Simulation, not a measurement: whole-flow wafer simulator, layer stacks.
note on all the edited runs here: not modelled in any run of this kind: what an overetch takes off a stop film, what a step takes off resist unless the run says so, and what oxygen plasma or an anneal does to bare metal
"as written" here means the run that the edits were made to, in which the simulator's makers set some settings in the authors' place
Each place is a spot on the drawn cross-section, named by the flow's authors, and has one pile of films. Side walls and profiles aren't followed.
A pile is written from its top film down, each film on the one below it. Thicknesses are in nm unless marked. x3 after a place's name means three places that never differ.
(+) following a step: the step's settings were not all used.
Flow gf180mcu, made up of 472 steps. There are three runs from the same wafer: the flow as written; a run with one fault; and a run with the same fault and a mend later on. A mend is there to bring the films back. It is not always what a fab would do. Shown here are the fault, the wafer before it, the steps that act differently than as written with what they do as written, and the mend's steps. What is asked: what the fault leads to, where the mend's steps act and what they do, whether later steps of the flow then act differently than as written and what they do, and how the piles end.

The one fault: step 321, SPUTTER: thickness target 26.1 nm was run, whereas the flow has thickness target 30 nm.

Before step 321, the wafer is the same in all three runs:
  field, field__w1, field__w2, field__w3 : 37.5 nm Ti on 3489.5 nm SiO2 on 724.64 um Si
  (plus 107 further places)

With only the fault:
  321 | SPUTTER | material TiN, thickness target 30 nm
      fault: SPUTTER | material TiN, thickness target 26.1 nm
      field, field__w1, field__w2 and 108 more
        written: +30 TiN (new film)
        fault: +26.1 TiN (new film)
  Steps further on in the flow that do not act as written (1 more step, not shown, differs only slightly: by at most 2% or 0.5 nm, whichever is larger):
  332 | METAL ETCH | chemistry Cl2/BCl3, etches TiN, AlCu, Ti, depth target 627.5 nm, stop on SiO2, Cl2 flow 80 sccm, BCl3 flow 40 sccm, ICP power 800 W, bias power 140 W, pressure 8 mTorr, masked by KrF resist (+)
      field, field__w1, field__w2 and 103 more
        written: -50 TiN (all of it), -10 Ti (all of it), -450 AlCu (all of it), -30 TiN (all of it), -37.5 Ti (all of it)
        fault: -50 TiN (all of it), -10 Ti (all of it), -450 AlCu (all of it), -26.1 TiN (all of it), -37.5 Ti (all of it)
  At field__w8, contact, m1, m1__w1, m1_nw, the piles at the end differ from the flow's by more than 2% or 0.5 nm, whichever is larger.
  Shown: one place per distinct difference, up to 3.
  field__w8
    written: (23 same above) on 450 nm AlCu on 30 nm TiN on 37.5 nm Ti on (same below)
    fault: (23 same above) on 450 nm AlCu on 26.1 nm TiN on 37.5 nm Ti on (same below)
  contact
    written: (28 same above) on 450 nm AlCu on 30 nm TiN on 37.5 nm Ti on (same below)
    fault: (28 same above) on 450 nm AlCu on 26.1 nm TiN on 37.5 nm Ti on (same below)

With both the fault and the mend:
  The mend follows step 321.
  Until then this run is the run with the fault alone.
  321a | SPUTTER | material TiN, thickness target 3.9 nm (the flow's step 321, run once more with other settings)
      field, field__w1, field__w2 and 108 more
        +3.9 TiN
  Later steps of the flow that are run all act as written at every place that is followed.
  At every place that both follow, the piles at the end match the flow's.
